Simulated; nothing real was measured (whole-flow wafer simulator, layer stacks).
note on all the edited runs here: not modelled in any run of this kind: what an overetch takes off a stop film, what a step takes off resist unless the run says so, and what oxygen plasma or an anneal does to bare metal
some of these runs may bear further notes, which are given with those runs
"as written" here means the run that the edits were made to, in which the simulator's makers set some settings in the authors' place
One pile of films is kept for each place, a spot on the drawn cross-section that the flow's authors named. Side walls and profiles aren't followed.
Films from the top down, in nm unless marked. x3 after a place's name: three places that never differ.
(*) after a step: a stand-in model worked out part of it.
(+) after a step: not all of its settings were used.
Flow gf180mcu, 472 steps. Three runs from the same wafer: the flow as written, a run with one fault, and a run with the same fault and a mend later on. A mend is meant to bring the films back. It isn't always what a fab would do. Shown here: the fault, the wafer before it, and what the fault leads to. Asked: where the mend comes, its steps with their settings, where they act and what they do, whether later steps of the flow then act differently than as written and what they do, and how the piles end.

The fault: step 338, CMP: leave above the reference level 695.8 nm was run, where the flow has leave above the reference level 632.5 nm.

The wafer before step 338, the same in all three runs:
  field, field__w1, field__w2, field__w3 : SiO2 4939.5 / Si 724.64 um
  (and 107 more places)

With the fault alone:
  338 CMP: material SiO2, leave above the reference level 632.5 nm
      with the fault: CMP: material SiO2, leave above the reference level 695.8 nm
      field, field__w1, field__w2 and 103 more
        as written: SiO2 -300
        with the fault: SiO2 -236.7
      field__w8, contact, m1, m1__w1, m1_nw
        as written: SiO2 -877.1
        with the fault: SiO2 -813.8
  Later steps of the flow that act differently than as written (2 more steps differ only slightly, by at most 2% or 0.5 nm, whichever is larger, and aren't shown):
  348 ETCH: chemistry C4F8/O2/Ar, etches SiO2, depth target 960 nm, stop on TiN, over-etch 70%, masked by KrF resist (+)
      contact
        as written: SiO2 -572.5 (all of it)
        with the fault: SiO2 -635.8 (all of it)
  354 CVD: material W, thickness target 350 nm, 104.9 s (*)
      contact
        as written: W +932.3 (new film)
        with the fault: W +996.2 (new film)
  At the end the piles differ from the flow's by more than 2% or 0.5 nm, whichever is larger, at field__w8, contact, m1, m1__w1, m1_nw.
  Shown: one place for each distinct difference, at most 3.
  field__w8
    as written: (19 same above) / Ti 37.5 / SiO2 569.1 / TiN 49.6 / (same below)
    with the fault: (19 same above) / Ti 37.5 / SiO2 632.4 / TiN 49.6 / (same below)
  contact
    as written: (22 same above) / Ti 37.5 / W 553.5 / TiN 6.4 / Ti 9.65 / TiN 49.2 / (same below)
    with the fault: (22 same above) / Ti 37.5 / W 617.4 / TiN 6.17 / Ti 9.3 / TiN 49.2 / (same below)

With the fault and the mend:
  The mend comes after step 346.
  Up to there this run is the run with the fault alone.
  346a STRIP: chemistry O2/N2, power 2160 W, pressure 1700 mTorr (*)
      field, field__w1, field__w2 and 107 more
        KrF resist -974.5 (all of it), anti-reflective coat -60 (all of it)
      contact
        anti-reflective coat -60 (all of it)
  346b CMP: material SiO2, leave above the reference level 632.5 nm (the flow's step 338 once more)
      field, field__w1, field__w2 and 108 more
        SiO2 -63.3
  346c HMDS: 120 C, 60 s (the flow's step 340 once more)
      changes no film at any place that is followed
  346d COAT: anti-reflective coat, thickness 60 nm, 182 C, 71 s (the flow's step 341 once more)
      field, field__w1, field__w2 and 108 more
        anti-reflective coat +60 (new film)
  346e COAT: KrF resist, thickness 1000 nm (the flow's step 342 once more)
      field, field__w1, field__w2 and 108 more
        KrF resist +1000 (new film)
  346f SOFTBAKE: KrF resist (the flow's step 343 once more)
      changes no film at any place that is followed
  346g EXPOSE: photomask Via3 (the flow's step 344 once more)
      changes no film at any place that is followed
  346h PEB: KrF resist, 135 C, 90 s (the flow's step 345 once more)
      field, field__w1, field__w2 and 108 more
        KrF resist -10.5
  346i DEVELOP: KrF resist, thickness 1000 nm, 60 s (the flow's step 346 once more)
      field, field__w1, field__w2 and 107 more
        KrF resist -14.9
      contact
        KrF resist -989.5 (all of it)
  No later step of the flow acts differently than as written at any place that is followed.
  At the end the piles are the same as the flow's at every place that both follow.
